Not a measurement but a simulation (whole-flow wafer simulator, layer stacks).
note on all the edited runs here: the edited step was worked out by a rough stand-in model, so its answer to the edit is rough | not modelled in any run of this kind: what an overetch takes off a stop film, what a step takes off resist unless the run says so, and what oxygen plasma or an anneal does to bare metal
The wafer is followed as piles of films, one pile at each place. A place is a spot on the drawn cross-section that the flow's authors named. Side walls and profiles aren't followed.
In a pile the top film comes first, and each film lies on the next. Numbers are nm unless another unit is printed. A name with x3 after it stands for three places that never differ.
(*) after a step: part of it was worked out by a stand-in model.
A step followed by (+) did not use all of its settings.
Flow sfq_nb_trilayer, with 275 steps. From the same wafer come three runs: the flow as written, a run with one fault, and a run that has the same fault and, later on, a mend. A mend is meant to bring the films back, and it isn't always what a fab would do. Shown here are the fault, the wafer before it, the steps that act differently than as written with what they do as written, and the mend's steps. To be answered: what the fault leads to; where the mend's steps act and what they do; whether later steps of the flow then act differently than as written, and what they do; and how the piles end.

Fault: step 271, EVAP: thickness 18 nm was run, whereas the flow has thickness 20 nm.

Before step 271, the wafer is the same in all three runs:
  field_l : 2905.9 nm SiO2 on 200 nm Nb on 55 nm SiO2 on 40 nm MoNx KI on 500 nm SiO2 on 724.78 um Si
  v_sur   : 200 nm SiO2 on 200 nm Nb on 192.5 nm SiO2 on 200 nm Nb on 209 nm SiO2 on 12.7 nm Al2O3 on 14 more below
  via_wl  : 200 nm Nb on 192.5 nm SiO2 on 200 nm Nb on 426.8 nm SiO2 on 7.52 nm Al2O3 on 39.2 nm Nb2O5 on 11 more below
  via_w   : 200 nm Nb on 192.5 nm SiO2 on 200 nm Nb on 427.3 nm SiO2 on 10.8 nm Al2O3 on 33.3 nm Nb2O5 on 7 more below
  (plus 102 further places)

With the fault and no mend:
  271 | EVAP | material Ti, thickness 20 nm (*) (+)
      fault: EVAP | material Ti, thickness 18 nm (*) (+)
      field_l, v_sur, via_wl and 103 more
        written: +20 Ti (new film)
        fault: +18 Ti (new film)
  Steps further on in the flow that do not act as written:
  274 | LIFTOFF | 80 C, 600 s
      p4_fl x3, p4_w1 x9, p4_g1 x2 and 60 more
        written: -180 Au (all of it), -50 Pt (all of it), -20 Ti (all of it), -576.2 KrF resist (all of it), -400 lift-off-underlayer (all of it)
        fault: -180 Au (all of it), -50 Pt (all of it), -18 Ti (all of it), -576.2 KrF resist (all of it), -400 lift-off-underlayer (all of it)
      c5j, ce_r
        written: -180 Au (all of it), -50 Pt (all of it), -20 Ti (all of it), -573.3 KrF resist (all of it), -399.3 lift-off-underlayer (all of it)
        fault: -180 Au (all of it), -50 Pt (all of it), -18 Ti (all of it), -573.3 KrF resist (all of it), -399.3 lift-off-underlayer (all of it)
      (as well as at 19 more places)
  By the end, the piles at field_l, v_sur, via_wl and 8 more depart from the flow's by more than 2% or 0.5 nm, whichever is larger.
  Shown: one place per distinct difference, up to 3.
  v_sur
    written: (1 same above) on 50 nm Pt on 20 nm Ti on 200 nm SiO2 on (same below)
    fault: (1 same above) on 50 nm Pt on 18 nm Ti on 200 nm SiO2 on (same below)
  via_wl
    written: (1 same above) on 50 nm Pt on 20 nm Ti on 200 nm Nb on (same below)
    fault: (1 same above) on 50 nm Pt on 18 nm Ti on 200 nm Nb on (same below)
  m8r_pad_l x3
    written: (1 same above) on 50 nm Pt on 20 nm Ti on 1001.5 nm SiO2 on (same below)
    fault: (1 same above) on 50 nm Pt on 18 nm Ti on 1001.5 nm SiO2 on (same below)

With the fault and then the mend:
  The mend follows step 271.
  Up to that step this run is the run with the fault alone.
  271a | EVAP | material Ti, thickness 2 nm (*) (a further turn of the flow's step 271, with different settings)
      field_l, v_sur, via_wl and 103 more
        +2 Ti
  Later steps of the flow that are run all act as written at every place that is followed.
  The piles end the same as the flow's at every place that both follow.
